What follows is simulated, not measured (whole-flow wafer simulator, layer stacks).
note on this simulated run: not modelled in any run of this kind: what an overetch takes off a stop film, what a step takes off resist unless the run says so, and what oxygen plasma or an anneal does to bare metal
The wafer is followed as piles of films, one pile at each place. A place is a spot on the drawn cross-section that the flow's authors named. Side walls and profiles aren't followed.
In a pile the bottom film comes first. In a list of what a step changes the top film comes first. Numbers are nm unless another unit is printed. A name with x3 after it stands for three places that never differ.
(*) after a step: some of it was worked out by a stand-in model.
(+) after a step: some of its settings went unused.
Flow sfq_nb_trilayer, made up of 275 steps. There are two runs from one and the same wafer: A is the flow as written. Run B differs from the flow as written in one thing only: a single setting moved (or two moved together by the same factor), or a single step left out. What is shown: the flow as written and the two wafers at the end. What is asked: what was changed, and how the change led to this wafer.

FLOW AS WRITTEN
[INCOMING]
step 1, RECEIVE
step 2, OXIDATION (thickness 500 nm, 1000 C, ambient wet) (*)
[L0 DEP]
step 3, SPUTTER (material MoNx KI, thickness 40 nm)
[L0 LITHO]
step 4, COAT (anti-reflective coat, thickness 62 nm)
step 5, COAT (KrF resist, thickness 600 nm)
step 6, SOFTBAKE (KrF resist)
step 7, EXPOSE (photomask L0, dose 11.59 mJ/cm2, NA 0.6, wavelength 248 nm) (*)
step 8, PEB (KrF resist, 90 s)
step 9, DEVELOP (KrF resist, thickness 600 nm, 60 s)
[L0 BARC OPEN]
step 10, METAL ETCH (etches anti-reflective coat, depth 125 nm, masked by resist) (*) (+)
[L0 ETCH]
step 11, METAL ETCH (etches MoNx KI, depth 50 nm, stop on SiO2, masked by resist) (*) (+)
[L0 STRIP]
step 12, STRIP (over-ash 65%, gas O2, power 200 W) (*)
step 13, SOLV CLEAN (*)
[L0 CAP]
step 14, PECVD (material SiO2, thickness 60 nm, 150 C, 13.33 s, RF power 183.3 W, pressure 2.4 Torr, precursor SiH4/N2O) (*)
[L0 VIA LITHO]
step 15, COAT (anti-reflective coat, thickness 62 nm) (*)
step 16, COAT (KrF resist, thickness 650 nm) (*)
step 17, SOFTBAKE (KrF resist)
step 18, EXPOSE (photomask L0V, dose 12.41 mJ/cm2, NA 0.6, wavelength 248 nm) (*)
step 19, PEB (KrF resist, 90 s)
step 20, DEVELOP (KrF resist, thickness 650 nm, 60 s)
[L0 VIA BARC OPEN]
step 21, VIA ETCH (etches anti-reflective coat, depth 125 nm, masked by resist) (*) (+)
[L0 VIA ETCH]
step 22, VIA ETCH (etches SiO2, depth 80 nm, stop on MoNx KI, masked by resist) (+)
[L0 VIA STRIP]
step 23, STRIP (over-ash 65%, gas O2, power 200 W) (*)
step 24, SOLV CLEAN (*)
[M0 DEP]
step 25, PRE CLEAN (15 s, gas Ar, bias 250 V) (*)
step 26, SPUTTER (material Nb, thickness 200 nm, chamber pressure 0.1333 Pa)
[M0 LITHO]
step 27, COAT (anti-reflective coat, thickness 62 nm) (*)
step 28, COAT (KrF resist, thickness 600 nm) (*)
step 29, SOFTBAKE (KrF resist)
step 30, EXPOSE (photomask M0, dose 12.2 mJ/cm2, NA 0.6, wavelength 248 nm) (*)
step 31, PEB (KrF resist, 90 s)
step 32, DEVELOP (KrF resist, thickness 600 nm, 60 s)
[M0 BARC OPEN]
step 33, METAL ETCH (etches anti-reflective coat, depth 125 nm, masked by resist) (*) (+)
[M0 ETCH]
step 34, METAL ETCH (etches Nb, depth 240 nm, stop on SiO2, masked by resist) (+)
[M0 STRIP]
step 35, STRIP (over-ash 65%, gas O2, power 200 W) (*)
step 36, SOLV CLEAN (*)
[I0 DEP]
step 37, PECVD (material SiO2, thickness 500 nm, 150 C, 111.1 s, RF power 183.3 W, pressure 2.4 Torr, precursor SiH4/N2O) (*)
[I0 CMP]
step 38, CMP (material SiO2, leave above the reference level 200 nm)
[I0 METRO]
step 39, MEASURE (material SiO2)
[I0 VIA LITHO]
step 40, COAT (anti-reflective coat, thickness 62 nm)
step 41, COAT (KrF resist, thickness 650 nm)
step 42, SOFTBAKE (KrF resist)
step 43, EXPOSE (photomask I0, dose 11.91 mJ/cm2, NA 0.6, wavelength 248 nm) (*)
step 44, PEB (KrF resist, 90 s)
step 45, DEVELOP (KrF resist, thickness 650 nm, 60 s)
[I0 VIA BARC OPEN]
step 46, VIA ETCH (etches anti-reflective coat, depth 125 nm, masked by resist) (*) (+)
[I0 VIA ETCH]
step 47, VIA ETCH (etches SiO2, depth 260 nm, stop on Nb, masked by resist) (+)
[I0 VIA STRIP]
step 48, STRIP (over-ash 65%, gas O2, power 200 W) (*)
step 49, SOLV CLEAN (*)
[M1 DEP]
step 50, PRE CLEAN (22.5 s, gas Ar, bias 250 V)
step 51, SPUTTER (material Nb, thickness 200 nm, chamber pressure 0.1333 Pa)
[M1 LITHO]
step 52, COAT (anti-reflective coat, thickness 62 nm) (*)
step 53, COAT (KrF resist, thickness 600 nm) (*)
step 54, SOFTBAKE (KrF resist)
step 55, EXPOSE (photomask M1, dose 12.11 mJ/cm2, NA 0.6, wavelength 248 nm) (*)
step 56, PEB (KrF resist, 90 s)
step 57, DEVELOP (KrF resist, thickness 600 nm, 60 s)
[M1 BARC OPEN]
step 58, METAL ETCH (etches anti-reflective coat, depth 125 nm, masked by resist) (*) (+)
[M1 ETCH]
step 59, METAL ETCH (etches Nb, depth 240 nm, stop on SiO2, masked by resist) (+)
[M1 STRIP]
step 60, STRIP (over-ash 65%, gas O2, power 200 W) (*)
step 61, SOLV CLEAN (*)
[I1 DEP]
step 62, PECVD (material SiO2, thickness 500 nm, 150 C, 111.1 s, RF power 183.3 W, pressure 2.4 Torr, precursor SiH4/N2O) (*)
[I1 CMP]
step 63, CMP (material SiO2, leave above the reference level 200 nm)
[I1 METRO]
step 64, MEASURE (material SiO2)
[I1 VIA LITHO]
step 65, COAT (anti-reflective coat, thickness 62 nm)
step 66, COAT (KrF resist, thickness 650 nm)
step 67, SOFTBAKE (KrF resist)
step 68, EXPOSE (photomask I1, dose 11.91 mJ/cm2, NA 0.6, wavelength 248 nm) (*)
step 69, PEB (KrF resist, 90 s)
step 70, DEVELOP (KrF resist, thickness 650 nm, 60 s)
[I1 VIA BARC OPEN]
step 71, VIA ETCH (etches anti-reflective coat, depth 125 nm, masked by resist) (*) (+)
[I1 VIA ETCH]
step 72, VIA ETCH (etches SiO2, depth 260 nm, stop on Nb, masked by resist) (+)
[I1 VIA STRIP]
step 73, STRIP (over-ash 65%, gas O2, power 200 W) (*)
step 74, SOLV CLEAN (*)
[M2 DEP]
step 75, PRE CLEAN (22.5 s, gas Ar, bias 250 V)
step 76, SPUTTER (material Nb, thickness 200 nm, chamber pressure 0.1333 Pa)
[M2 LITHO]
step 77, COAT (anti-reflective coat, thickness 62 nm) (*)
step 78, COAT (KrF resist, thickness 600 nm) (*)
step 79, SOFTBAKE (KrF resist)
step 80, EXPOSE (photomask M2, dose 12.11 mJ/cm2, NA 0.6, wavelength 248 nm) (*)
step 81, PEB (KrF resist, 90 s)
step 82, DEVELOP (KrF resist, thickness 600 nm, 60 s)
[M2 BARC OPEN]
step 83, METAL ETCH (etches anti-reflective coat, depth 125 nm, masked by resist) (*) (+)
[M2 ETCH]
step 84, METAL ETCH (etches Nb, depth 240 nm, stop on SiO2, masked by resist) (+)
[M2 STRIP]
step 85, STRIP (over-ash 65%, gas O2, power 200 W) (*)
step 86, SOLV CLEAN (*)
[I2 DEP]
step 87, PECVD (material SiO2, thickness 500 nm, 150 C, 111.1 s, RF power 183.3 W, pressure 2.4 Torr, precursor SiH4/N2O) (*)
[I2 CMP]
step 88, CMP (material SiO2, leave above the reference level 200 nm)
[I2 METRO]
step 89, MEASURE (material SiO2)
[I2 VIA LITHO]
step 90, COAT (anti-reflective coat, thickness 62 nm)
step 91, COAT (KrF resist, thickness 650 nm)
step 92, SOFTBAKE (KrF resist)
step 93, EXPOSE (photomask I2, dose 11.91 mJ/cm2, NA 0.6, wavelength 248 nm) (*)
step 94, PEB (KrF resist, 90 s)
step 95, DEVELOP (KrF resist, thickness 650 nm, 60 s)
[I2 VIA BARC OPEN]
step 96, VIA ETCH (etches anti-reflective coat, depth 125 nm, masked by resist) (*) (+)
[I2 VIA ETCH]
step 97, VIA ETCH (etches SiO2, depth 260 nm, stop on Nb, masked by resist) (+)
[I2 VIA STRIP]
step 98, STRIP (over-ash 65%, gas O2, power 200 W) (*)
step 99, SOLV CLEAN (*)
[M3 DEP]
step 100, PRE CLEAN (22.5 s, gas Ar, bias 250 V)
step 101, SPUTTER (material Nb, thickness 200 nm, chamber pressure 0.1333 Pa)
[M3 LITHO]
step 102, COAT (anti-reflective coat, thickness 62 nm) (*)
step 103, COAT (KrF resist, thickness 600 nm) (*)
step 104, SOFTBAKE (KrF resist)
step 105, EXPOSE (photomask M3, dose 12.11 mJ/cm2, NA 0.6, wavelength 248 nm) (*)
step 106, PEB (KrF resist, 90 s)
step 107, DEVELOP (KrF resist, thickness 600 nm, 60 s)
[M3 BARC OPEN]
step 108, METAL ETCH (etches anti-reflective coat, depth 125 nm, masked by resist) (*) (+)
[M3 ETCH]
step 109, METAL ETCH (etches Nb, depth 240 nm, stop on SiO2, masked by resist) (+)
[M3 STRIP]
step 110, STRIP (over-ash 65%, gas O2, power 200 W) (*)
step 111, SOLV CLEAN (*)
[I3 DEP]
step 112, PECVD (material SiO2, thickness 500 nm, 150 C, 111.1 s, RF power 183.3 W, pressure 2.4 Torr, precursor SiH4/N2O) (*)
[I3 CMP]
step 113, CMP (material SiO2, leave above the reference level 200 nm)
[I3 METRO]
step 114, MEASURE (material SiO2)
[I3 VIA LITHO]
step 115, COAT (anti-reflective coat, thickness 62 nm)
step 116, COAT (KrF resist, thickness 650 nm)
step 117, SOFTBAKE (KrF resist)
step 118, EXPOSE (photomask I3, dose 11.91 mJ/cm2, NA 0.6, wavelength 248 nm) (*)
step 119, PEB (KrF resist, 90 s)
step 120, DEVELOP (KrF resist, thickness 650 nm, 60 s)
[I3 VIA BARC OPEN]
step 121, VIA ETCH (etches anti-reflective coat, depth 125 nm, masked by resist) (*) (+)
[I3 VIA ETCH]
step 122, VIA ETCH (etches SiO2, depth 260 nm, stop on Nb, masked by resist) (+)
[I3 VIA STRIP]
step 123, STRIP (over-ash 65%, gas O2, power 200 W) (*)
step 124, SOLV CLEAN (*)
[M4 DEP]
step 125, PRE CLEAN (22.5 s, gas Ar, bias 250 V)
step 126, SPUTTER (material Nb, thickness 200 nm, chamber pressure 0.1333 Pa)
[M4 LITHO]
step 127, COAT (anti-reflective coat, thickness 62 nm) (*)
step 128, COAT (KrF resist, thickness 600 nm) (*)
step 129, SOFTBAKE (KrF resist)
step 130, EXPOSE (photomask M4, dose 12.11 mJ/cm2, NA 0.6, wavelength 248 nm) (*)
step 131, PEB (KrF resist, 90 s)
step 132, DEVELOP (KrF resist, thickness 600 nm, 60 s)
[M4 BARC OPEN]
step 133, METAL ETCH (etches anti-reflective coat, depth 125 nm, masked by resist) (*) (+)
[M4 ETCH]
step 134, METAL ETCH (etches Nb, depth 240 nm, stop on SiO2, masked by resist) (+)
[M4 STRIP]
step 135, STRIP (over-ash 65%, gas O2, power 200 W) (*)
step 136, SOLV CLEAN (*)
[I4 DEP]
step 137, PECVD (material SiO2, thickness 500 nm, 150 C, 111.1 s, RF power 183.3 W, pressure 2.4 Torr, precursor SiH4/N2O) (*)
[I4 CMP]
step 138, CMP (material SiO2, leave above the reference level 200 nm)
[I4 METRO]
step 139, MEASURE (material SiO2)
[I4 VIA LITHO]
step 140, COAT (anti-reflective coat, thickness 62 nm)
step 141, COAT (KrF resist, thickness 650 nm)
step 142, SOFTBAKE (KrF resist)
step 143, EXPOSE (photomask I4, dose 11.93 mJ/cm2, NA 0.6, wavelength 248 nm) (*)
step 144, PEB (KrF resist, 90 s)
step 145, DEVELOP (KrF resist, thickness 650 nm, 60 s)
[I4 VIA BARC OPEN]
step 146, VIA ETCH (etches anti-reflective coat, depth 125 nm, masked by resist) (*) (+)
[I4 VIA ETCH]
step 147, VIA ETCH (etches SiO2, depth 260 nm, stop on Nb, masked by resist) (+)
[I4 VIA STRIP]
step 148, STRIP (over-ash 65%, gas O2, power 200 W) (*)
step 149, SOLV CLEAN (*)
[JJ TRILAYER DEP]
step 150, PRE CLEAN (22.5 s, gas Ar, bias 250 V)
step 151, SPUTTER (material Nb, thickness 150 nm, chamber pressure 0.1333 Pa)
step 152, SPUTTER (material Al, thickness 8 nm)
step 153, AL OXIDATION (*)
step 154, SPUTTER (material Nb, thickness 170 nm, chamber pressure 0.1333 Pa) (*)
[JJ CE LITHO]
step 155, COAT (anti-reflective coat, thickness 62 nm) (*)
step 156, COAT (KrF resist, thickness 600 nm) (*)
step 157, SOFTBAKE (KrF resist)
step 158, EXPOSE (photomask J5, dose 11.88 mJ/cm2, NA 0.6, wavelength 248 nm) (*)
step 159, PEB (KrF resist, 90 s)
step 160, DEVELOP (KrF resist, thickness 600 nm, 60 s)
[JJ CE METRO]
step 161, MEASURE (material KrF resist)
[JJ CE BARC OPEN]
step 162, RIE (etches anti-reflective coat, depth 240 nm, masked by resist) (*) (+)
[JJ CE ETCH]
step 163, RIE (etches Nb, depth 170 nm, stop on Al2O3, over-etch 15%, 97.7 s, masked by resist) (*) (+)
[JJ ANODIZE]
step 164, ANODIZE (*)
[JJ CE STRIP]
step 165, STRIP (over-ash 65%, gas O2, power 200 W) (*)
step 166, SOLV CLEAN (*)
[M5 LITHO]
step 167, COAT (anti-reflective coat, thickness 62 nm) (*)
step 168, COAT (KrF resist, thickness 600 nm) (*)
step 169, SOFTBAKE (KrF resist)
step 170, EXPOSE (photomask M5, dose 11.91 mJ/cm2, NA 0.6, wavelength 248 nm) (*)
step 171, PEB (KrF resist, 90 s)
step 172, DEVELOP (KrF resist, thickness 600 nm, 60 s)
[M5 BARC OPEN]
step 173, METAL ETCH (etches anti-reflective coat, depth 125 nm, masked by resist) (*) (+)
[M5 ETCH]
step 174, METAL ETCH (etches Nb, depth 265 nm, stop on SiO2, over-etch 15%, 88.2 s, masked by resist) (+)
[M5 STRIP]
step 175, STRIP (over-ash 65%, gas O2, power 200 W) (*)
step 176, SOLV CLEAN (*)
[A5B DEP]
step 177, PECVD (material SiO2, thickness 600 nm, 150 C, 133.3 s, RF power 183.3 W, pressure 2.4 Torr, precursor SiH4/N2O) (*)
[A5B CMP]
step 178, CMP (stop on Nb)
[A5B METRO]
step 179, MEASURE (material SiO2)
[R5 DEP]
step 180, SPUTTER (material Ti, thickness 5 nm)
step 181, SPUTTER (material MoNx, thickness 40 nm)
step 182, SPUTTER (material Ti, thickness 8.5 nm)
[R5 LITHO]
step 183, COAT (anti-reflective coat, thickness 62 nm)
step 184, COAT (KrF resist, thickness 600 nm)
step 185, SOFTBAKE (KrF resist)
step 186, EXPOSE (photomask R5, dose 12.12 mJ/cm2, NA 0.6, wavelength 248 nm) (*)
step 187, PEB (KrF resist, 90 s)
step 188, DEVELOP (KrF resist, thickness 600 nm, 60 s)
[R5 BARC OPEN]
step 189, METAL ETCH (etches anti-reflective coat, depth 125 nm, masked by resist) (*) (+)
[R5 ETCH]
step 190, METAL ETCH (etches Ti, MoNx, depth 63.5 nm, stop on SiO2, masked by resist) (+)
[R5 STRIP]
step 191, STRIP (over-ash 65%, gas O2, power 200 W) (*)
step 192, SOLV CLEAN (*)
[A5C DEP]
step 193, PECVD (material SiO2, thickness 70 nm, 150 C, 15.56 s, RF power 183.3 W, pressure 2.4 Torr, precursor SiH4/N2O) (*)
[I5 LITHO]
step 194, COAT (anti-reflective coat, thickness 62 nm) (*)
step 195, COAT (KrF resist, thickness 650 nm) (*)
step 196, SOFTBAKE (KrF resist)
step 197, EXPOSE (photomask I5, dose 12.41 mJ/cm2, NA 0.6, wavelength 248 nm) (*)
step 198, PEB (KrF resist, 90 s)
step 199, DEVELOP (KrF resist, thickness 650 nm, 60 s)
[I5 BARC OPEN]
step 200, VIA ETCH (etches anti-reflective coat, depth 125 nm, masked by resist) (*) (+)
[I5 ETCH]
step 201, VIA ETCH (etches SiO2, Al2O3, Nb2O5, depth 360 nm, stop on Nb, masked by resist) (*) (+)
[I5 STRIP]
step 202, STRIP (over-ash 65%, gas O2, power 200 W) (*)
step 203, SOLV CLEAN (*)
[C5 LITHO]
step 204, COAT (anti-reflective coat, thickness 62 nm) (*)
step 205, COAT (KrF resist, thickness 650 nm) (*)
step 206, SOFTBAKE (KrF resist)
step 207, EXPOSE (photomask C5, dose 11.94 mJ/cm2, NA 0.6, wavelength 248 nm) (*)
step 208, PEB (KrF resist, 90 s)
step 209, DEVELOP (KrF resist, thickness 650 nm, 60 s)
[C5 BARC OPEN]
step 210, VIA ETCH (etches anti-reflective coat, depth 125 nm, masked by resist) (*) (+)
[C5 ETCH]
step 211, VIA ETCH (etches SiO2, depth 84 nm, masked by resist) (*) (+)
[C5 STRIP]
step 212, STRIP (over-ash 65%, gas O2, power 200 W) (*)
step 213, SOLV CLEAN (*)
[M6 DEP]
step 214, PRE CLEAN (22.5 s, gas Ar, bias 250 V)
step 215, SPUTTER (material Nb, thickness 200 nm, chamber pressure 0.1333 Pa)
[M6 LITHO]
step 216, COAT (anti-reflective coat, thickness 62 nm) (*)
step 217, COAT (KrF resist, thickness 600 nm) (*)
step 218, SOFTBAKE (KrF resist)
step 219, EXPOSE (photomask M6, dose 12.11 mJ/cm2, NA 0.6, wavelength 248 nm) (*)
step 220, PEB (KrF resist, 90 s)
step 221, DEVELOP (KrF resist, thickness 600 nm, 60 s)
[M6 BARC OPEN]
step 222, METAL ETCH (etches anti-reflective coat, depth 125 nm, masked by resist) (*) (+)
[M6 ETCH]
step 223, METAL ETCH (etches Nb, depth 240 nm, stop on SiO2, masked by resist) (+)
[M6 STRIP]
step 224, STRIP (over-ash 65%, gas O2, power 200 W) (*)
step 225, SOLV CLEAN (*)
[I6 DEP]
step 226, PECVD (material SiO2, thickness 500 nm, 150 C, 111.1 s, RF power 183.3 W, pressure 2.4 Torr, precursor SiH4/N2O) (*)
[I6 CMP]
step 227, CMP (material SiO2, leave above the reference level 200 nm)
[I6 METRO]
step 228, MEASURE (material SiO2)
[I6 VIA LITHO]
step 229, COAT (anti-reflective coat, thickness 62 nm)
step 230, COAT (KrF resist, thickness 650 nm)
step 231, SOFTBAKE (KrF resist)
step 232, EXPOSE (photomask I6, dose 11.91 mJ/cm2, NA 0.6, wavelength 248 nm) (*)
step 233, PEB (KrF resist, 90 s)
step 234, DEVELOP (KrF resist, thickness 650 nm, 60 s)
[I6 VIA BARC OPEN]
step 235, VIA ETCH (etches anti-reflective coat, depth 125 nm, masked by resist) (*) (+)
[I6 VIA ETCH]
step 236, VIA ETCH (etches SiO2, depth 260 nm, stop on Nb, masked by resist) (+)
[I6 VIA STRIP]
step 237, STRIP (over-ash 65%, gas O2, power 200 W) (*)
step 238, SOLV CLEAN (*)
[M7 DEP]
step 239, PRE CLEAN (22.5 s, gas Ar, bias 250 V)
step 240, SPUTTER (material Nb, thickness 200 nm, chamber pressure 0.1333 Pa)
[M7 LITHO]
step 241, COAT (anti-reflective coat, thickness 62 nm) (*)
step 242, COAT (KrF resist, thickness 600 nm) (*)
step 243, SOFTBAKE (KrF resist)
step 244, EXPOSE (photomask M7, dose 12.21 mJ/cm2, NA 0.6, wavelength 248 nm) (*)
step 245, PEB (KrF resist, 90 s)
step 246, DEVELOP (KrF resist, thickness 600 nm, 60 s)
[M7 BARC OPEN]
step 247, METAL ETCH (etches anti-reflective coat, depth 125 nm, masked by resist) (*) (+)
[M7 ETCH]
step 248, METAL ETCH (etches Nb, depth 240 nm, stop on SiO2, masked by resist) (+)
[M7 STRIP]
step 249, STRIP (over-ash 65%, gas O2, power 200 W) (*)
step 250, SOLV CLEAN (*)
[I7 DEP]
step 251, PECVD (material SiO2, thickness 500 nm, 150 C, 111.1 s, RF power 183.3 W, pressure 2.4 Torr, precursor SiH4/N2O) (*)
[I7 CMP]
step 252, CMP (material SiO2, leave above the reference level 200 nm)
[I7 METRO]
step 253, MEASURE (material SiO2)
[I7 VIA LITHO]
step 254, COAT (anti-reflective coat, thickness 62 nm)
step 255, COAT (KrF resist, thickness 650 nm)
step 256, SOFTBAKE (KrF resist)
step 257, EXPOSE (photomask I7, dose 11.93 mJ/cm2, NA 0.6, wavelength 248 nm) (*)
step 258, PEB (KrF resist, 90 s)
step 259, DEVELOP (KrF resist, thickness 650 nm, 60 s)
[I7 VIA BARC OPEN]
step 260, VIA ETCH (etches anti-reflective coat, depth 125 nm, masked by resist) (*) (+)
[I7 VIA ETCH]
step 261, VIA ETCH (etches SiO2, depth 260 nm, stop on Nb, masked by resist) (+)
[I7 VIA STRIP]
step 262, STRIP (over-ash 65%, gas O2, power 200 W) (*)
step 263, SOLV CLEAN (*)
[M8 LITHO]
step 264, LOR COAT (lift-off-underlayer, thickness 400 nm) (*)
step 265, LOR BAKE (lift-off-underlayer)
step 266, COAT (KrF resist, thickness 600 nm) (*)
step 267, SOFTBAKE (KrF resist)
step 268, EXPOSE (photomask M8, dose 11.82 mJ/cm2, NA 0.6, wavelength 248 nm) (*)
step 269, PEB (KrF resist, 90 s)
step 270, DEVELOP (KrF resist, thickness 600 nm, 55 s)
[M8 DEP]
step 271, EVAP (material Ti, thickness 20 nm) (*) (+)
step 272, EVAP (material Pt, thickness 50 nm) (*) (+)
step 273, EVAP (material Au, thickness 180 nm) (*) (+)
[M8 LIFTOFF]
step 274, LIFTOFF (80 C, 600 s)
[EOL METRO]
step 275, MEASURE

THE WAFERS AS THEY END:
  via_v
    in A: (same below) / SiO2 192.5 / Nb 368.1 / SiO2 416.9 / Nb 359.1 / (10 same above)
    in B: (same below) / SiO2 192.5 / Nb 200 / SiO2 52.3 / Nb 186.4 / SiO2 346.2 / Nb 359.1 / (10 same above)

Cause: step 72, VIA ETCH: depth 140 nm was run, while the flow as written has depth 260 nm.

Step by step, how the change led to this:
  step 72, VIA ETCH (etches SiO2, depth 260 nm, stop on Nb, masked by resist) (+)
      via_v: A -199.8 SiO2 (all of it) | B -140 SiO2
      field_l, v_sur, via_wl and 102 more: A -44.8 KrF resist | B -24.1 KrF resist
  step 73, STRIP (over-ash 65%, gas O2, power 200 W) (*)
      field_l, v_sur, via_wl and 102 more: A -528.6 KrF resist (all of it), -62 anti-reflective coat (all of it) | B -549.3 KrF resist (all of it), -62 anti-reflective coat (all of it)
  step 75, PRE CLEAN (22.5 s, gas Ar, bias 250 V)
      via_v: A -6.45 Nb | B -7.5 SiO2
  step 76, SPUTTER (material Nb, thickness 200 nm, chamber pressure 0.1333 Pa)
      via_v: A +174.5 Nb | B +186.4 Nb (new film)
  step 77, COAT (anti-reflective coat, thickness 62 nm) (*)
      via_sp: A +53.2 anti-reflective coat (new film) | B +54.3 anti-reflective coat (new film)
      via_v: A +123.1 anti-reflective coat (new film) | B +109.6 anti-reflective coat (new film)
      (also at 1 further place)
  step 78, COAT (KrF resist, thickness 600 nm) (*)
      via_v: A +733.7 KrF resist (new film) | B +685.9 KrF resist (new film)
  step 85, STRIP (over-ash 65%, gas O2, power 200 W) (*)
      via_sp: A -374.4 KrF resist (all of it), -53.2 anti-reflective coat (all of it) | B -378.3 KrF resist (all of it), -54.3 anti-reflective coat (all of it)
      via_v: A -515.8 KrF resist (all of it), -123.1 anti-reflective coat (all of it) | B -468.1 KrF resist (all of it), -109.6 anti-reflective coat (all of it)
      (also at 1 further place)
  step 87, PECVD (material SiO2, thickness 500 nm, 150 C, 111.1 s, RF power 183.3 W, pressure 2.4 Torr, precursor SiH4/N2O) (*)
      via_v: A +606 SiO2 (new film) | B +510.8 SiO2 (new film)
  step 88, CMP (material SiO2, leave above the reference level 200 nm)
      via_v: A -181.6 SiO2 | B -157.1 SiO2
Taking metal films that touch as one body, via_v has 7 bodies (between them, from the top down: SiO2 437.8; SiO2 209 / Al2O3 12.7 / Nb2O5 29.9; SiO2 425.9; SiO2 346.2; SiO2 52.3; SiO2 192.5); the flow as written gives 6 bodies (between them, from the top down: SiO2 437.8; SiO2 209 / Al2O3 12.7 / Nb2O5 29.9; SiO2 425.9; SiO2 416.9; SiO2 192.5).
